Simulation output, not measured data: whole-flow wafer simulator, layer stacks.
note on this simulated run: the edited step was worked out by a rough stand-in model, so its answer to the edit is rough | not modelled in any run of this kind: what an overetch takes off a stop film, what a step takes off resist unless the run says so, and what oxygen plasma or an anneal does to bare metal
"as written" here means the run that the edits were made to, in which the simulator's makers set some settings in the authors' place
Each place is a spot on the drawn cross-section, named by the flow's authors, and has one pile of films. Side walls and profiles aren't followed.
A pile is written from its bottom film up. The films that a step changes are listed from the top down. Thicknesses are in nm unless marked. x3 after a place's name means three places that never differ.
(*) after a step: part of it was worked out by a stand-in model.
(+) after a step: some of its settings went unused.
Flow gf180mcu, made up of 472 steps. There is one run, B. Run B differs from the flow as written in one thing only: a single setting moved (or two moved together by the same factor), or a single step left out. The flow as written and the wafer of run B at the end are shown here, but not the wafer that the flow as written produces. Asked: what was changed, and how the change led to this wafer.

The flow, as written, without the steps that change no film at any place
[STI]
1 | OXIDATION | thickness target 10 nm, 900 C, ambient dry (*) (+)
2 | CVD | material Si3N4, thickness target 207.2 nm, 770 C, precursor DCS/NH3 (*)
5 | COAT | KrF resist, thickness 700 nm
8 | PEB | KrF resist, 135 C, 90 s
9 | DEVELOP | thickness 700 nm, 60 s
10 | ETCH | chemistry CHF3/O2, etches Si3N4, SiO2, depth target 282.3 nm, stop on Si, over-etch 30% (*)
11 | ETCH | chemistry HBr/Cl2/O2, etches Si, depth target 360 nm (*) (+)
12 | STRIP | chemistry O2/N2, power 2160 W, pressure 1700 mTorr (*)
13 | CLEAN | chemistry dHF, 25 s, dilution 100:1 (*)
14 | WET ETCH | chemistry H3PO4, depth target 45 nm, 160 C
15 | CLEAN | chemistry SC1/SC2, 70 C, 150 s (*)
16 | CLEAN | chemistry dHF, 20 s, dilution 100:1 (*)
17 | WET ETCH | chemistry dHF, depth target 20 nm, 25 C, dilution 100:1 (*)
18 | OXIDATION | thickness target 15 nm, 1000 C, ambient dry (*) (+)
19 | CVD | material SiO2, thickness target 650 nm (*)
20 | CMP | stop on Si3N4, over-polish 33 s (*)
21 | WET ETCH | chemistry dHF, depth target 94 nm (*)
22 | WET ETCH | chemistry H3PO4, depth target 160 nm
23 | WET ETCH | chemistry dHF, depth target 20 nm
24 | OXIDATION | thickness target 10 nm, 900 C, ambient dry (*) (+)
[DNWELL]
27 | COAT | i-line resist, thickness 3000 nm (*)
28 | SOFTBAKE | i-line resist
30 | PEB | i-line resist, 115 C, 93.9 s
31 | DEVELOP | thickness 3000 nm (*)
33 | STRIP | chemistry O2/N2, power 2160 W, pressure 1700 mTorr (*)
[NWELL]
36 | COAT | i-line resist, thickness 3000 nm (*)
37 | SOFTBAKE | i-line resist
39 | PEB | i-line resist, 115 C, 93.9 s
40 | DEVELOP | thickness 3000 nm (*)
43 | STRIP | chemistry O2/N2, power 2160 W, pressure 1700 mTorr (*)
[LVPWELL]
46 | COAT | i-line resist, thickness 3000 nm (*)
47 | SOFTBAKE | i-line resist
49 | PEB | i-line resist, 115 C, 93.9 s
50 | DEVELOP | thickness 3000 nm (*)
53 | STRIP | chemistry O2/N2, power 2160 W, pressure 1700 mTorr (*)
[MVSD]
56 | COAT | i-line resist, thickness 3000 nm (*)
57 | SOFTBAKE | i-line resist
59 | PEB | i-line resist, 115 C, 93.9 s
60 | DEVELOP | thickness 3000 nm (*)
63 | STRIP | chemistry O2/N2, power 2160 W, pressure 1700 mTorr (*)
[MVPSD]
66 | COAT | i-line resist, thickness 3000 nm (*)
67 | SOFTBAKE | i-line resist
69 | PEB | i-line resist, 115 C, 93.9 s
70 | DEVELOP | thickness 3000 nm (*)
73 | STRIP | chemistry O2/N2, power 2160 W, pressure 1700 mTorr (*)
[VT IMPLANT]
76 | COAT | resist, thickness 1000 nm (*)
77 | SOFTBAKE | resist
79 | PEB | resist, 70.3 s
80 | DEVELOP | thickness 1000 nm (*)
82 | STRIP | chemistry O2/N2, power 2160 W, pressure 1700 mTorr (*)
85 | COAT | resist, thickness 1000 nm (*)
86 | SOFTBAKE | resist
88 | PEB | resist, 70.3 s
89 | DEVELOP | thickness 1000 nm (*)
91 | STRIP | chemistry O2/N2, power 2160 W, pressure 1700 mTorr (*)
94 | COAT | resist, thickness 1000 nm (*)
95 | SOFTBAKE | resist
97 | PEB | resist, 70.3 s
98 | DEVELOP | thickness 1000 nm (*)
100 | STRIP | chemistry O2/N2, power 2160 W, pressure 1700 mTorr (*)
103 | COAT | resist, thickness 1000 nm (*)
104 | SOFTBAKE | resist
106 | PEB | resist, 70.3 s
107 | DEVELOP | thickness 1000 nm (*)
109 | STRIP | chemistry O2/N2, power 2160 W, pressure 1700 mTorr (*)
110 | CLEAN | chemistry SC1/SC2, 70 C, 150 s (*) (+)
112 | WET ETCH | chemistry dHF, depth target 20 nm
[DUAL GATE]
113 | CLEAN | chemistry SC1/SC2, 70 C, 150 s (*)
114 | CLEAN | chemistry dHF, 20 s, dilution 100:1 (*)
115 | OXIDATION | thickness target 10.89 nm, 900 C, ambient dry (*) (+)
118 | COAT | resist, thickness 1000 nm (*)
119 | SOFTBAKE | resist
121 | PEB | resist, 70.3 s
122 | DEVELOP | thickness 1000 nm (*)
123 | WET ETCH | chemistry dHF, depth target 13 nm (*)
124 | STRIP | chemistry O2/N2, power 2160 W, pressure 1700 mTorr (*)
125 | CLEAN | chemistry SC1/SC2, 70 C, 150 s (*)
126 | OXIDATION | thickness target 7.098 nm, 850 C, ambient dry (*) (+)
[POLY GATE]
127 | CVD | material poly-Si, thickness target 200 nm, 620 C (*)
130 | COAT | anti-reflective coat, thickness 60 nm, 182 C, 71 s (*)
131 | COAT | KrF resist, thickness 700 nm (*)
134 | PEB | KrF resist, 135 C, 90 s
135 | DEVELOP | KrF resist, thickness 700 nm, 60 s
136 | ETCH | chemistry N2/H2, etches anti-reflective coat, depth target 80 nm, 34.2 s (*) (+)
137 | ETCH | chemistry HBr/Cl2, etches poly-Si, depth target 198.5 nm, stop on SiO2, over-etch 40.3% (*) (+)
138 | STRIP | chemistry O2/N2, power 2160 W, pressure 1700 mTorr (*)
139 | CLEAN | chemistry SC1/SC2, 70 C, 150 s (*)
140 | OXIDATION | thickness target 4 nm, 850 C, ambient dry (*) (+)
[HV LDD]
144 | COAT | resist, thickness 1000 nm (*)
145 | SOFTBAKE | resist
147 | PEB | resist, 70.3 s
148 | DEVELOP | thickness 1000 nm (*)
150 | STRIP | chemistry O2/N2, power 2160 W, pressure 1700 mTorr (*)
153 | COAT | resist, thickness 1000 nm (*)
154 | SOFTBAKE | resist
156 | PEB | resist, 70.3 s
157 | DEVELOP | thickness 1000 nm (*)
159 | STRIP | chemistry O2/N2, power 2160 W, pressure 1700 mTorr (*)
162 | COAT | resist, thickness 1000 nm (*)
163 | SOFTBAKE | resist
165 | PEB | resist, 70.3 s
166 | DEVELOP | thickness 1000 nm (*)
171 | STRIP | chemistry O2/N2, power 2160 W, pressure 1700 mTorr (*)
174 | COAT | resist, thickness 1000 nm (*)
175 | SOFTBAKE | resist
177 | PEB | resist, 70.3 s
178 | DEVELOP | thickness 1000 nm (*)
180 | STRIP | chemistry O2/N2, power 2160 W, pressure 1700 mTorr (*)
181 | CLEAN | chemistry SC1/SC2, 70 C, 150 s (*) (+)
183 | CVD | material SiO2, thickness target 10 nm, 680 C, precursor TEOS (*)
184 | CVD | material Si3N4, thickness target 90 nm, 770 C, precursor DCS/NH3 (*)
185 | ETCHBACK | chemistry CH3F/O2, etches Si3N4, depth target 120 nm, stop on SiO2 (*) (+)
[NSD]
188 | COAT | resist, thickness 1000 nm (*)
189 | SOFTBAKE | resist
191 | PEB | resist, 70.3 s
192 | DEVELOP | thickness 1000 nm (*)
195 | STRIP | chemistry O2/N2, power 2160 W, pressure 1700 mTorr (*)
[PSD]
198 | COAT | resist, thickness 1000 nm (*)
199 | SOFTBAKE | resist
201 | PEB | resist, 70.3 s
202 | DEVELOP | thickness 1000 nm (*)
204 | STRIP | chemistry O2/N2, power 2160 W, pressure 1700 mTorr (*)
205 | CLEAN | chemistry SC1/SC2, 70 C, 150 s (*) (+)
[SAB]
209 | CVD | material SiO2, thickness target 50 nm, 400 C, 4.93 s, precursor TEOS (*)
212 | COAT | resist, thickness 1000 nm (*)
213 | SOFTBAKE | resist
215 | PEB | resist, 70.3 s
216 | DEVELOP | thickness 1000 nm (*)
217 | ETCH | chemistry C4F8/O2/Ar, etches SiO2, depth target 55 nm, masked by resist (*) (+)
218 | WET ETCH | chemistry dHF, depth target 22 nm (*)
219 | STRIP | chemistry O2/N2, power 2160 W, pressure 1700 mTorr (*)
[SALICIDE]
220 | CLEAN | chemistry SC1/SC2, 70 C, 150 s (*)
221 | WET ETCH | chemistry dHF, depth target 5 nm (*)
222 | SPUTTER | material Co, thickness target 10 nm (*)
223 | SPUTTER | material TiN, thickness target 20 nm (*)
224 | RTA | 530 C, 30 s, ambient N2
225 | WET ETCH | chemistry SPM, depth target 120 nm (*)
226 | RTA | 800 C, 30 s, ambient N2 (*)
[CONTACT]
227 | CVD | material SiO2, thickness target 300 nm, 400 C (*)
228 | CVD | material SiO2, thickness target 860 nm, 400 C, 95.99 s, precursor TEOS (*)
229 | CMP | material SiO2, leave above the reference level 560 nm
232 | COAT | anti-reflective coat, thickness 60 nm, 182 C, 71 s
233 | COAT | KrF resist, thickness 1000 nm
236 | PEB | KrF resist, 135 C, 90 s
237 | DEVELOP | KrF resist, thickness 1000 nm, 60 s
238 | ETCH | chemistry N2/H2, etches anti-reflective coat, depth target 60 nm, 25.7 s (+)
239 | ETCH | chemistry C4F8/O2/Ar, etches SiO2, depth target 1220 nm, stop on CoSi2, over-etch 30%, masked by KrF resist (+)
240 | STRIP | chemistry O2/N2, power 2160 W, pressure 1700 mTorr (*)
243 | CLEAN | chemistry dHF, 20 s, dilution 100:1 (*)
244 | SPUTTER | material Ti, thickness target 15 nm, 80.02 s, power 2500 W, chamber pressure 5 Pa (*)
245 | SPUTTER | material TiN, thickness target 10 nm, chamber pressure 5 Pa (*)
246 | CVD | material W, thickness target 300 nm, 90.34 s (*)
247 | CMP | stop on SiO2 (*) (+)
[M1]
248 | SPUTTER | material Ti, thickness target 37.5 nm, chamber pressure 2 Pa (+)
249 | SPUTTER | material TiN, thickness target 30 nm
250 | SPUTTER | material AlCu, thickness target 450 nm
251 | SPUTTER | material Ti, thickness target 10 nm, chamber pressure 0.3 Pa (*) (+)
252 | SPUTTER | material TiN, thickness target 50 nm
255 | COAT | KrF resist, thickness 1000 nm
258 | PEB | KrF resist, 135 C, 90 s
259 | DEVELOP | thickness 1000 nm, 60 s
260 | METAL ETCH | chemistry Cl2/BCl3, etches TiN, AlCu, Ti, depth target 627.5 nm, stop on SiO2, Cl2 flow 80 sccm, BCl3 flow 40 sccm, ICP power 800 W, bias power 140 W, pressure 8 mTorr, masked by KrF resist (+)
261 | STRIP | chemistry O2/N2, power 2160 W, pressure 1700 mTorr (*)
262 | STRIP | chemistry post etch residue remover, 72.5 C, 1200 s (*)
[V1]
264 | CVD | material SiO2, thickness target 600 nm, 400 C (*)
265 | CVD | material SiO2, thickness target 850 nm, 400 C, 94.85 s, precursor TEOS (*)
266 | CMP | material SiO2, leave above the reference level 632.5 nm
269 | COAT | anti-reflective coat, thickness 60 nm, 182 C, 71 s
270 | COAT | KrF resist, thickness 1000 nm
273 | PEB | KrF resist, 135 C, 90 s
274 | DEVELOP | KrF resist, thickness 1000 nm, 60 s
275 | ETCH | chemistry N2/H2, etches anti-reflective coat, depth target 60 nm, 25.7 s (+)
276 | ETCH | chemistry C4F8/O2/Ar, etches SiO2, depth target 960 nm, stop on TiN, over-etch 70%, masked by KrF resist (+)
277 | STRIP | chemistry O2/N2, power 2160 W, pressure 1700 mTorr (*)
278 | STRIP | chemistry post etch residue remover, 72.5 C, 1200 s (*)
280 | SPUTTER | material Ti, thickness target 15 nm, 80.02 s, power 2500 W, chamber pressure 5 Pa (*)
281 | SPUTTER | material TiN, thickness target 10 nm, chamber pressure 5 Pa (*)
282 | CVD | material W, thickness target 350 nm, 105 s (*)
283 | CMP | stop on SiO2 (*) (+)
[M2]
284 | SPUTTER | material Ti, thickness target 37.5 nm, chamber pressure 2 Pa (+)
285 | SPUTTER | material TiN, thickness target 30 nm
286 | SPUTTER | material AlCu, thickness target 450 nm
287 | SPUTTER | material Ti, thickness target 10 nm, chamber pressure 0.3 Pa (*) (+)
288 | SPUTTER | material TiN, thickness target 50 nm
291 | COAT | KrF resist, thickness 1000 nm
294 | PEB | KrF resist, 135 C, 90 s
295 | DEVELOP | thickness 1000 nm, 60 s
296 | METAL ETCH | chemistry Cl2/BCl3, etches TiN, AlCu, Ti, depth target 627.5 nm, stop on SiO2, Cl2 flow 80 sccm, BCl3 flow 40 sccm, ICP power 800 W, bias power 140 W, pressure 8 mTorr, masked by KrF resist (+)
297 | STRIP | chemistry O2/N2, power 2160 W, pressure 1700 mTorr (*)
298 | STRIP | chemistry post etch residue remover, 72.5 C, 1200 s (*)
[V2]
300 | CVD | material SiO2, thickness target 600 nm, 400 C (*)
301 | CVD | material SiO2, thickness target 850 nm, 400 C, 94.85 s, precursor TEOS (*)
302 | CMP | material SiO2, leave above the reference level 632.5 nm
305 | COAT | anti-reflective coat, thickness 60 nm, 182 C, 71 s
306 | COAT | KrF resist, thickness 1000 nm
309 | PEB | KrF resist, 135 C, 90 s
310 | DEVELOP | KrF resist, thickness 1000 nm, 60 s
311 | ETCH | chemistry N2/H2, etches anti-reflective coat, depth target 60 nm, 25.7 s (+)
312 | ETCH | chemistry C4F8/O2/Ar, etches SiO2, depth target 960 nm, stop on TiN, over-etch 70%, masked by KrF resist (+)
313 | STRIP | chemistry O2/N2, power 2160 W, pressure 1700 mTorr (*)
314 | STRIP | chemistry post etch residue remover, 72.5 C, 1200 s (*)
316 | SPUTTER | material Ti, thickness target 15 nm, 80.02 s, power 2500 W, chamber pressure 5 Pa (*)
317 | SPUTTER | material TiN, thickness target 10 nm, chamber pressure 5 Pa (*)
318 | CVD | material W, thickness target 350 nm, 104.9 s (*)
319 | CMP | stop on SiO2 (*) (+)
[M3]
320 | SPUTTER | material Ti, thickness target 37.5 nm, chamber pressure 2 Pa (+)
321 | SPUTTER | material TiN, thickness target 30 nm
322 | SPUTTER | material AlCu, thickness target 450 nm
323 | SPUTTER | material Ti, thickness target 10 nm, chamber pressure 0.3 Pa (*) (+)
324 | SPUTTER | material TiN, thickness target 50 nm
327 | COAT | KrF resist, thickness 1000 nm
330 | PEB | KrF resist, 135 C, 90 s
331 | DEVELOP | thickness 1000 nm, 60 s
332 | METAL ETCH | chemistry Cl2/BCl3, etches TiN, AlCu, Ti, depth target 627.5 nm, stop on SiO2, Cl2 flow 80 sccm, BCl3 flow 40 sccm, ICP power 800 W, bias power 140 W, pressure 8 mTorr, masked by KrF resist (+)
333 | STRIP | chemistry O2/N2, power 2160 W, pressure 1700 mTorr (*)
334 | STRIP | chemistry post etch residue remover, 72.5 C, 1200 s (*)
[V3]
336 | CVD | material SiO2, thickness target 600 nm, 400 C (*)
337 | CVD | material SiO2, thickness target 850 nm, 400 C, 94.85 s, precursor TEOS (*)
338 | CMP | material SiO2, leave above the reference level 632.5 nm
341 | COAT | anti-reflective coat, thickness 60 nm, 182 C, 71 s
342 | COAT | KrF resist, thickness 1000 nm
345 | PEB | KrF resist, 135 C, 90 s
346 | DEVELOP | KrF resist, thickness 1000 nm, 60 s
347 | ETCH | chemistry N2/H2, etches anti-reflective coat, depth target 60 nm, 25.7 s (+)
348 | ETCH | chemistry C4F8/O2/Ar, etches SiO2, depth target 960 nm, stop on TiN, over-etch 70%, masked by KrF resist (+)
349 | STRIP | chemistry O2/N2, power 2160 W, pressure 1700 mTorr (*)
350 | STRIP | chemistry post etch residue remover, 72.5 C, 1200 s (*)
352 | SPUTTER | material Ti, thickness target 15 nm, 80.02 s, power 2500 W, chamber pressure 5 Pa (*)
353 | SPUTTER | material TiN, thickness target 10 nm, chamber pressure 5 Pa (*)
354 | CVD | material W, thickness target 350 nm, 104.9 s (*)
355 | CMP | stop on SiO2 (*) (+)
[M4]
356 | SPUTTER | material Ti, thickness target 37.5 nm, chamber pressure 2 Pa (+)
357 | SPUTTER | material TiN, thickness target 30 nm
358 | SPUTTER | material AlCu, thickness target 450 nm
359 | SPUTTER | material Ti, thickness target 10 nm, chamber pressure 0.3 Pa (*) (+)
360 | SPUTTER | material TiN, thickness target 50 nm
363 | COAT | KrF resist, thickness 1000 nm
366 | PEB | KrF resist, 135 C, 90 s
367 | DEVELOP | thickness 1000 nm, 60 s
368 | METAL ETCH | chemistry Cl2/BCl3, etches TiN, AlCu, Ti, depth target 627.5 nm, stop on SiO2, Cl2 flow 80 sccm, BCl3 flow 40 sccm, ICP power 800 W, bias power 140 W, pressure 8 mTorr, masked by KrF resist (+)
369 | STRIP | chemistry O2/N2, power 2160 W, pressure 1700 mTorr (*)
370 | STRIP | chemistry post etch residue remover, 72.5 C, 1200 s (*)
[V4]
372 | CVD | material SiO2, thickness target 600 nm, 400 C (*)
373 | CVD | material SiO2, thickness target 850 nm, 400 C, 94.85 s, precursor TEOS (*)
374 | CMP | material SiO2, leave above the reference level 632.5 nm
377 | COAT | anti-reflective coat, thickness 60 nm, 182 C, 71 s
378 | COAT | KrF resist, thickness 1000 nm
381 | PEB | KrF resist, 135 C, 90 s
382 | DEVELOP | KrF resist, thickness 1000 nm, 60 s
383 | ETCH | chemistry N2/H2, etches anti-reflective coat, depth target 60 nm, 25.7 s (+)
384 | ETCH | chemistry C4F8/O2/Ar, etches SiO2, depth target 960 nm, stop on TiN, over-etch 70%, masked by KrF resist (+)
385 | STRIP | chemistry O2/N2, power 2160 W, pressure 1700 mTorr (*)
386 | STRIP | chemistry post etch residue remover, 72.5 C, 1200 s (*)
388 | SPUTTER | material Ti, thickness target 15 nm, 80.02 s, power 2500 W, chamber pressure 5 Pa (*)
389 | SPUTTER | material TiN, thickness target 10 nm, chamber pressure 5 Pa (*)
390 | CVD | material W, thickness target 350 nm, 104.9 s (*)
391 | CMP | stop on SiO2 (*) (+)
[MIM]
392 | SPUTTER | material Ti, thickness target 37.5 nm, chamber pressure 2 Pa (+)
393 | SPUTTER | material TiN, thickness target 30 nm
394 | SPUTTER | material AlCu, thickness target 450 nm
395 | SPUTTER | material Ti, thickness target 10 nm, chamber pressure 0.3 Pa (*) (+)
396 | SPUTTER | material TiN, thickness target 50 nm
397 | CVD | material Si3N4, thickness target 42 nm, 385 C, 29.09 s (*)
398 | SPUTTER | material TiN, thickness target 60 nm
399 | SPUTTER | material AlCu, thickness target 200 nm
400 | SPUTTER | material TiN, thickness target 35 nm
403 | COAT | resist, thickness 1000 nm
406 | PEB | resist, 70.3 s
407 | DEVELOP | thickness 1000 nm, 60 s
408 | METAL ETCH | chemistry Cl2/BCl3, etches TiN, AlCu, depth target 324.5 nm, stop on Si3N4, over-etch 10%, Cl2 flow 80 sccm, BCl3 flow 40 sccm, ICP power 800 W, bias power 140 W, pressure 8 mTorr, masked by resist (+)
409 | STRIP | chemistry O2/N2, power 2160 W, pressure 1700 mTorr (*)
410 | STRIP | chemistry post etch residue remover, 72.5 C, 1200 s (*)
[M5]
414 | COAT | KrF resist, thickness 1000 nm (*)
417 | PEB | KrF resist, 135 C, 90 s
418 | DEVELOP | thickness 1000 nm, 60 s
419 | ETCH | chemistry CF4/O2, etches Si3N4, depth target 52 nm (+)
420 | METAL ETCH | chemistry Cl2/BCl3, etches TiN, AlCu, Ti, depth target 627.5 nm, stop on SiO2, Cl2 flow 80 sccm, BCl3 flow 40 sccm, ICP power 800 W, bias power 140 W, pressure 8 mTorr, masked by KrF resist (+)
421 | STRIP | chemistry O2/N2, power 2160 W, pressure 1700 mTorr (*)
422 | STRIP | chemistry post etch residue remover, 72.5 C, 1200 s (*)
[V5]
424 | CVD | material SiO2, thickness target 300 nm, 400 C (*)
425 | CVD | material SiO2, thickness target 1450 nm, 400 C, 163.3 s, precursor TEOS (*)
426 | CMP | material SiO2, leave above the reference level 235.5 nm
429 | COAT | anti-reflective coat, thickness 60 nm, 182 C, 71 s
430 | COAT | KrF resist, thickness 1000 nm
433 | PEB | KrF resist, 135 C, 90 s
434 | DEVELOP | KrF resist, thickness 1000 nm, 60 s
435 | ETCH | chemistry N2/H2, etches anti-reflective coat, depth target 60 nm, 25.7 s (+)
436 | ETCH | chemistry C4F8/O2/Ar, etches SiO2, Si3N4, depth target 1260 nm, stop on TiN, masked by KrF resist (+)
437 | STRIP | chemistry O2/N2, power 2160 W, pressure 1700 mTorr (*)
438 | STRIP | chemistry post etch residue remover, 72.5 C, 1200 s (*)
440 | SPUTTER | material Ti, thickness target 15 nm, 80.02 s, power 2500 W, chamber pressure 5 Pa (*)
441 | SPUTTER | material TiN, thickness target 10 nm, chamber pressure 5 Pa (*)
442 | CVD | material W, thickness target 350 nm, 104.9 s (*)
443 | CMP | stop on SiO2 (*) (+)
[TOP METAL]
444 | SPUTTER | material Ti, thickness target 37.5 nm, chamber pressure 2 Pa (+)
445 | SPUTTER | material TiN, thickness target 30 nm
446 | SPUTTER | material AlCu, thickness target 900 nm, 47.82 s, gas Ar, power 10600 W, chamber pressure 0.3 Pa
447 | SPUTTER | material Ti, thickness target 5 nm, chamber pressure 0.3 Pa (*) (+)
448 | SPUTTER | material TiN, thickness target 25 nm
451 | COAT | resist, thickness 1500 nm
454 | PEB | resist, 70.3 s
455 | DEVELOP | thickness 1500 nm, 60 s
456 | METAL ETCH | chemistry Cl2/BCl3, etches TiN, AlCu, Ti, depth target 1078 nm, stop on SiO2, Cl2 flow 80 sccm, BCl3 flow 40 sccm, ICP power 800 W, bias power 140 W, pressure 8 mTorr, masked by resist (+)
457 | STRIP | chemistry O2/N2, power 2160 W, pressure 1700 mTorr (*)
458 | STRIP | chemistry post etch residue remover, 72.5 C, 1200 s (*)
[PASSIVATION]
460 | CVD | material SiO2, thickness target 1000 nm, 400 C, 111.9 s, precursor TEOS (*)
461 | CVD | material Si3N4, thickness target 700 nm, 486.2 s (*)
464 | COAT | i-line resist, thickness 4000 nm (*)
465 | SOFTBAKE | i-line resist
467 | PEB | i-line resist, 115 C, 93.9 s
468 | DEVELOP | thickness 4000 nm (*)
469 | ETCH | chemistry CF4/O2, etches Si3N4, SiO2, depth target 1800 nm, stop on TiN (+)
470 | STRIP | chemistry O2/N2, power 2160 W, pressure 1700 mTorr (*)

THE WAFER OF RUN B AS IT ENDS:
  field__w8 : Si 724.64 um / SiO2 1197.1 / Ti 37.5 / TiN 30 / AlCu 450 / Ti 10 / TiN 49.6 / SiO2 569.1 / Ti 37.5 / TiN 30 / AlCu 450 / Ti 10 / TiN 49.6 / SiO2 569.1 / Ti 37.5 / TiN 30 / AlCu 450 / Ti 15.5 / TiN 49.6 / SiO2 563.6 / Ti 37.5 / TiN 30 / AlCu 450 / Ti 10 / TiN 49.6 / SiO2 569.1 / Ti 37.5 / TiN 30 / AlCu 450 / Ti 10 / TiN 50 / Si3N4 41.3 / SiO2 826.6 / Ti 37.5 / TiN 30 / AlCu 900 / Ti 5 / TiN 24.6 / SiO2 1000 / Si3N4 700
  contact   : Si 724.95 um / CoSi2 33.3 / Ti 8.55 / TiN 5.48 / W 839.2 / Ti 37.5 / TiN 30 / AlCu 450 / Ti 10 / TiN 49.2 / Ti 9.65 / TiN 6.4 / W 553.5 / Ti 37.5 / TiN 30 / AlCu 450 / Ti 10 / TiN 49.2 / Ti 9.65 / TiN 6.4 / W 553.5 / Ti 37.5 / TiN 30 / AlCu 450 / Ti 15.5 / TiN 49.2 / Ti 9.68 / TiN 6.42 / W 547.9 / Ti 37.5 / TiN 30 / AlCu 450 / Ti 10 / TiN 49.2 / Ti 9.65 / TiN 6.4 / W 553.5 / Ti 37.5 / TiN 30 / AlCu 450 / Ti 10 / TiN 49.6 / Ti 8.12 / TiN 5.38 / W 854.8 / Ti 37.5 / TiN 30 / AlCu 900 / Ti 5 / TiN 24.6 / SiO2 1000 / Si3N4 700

What caused this: step 323, SPUTTER: thickness target 15.5 nm was run, whereas the flow has thickness target 10 nm.
One can read it off the wafer: field__w8 has Ti 15.5, and step 323 as written asks for 10 nm.

How this came from the change, step by step:
  323 | SPUTTER | material Ti, thickness target 10 nm, chamber pressure 0.3 Pa (*) (+)
      field, field__w1, field__w2 and 108 more: +15.5 Ti (new film) (it would be, as written: +10 Ti (new film))
  332 | METAL ETCH | chemistry Cl2/BCl3, etches TiN, AlCu, Ti, depth target 627.5 nm, stop on SiO2, Cl2 flow 80 sccm, BCl3 flow 40 sccm, ICP power 800 W, bias power 140 W, pressure 8 mTorr, masked by KrF resist (+)
      field, field__w1, field__w2 and 103 more: -50 TiN (all of it), -15.5 Ti (all of it), -450 AlCu (all of it), -30 TiN (all of it), -37.5 Ti (all of it) (it would be, as written: -50 TiN (all of it), -10 Ti (all of it), -450 AlCu (all of it), -30 TiN (all of it), -37.5 Ti (all of it))
